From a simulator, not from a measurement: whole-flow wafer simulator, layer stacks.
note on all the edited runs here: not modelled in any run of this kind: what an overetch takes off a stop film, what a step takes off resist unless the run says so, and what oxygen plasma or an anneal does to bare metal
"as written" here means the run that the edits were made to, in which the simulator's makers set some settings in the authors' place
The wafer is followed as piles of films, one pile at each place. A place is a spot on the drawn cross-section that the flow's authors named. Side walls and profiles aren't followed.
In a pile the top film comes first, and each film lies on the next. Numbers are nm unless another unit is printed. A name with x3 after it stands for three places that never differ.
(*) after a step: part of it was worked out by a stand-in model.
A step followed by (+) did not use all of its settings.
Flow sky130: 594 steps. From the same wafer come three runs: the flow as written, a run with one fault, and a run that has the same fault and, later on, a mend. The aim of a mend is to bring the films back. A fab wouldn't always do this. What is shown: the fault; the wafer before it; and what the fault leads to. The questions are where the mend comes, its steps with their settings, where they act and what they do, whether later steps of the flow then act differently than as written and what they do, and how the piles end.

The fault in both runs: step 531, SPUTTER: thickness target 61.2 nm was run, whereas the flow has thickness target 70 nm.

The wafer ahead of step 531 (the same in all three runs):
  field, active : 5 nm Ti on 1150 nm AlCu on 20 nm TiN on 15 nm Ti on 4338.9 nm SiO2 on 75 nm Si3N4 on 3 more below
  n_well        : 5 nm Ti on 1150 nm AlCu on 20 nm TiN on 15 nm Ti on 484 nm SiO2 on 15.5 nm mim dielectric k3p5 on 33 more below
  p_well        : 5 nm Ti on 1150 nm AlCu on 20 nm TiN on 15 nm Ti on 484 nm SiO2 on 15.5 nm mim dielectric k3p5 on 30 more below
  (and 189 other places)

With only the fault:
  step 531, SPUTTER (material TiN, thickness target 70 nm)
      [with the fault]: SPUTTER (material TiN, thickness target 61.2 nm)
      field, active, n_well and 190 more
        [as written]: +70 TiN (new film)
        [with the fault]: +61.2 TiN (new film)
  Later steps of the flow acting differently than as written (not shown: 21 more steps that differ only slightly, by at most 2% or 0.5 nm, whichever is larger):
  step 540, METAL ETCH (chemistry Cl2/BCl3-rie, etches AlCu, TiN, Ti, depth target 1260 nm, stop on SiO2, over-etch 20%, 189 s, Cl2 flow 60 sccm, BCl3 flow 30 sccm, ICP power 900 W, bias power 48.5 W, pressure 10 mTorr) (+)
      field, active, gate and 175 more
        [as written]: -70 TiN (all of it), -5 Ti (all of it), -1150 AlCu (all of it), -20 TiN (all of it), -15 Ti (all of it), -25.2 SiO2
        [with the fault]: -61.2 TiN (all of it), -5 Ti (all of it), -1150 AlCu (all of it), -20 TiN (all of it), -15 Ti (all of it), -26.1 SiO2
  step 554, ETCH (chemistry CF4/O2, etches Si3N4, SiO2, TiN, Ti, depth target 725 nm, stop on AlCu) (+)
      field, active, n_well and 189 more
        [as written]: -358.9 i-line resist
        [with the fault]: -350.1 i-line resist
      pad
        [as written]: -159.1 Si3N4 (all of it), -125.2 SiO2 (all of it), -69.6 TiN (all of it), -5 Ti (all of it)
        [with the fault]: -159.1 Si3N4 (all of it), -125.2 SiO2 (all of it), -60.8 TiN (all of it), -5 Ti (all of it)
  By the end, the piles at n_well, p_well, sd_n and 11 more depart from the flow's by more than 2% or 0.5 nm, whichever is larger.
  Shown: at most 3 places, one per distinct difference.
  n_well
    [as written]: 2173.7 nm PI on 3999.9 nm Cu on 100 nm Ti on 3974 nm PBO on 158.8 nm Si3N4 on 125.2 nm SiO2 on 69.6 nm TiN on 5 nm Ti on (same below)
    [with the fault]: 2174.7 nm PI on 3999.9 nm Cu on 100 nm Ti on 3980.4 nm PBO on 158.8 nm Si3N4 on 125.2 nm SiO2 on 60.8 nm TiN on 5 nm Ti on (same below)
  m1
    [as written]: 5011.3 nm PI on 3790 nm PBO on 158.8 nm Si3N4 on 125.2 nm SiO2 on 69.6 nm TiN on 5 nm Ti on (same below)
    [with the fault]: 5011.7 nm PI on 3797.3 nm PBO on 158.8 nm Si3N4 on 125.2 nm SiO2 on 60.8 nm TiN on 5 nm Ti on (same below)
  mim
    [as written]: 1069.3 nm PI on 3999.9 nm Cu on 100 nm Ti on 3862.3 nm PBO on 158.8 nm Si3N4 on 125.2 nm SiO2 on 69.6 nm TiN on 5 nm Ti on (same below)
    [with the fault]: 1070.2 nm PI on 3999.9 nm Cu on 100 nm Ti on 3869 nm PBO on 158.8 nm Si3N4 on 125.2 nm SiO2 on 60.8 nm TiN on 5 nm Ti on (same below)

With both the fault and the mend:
  The mend stands after step 538.
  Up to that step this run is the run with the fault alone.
  step 538a, STRIP (chemistry O2/N2, power 2160 W, pressure 1700 mTorr) (*)
      n_well, p_well, sd_n and 9 more
        -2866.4 resist (all of it)
      m1, via4_hole
        -2868.5 resist (all of it)
      via4_enc
        -2866.3 resist (all of it)
  step 538b, SPUTTER (material TiN, thickness target 8.8 nm) (the flow's step 531 again, with other settings)
      field, active, n_well and 190 more
        +8.8 TiN
  step 538c, HMDS (120 C, 60 s) (the flow's step 533 again)
      leaves every film unchanged at each place that is followed
  step 538d, COAT (resist, thickness 2930 nm) (the flow's step 534 again)
      n_well, p_well, gate_hv and 172 more
        +2930 resist (new film)
      field, active, gate and 13 more
        +2929.9 resist (new film)
      m1, via4_hole
        +2932.1 resist (new film)
  step 538e, SOFTBAKE (resist) (the flow's step 535 again)
      field, active, gate, spacer, m1, sonos_cell, sonos_guard, sonos_guard_hv
        +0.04 resist
      nwell_res
        +0.03 resist
      pplus_nw
        +0.02 resist
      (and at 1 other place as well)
  step 538f, EXPOSE (photomask MM5, dose 309.9 mJ/cm2, NA 0.6, wavelength 365 nm) (*) (the flow's step 536 again)
      leaves every film unchanged at each place that is followed
  step 538g, PEB (resist, 70.3 s) (the flow's step 537 again)
      field, active, n_well and 188 more
        -63.6 resist
      m1, via4_hole
        -63.7 resist
  step 538h, DEVELOP (resist, thickness 2930 nm, developer TMAH-0.26N, 60 s) (the flow's step 538 again)
      field, active, gate and 168 more
        -2866.4 resist (all of it)
      via1_hole, via1_enc, via2_hole, via2_enc, via3_hole, via3_enc, via_li1
        -2866.3 resist (all of it)
  None of the later steps of the flow acts differently than as written at any place that is followed.
  The piles end the same as the flow's at every place that both follow.
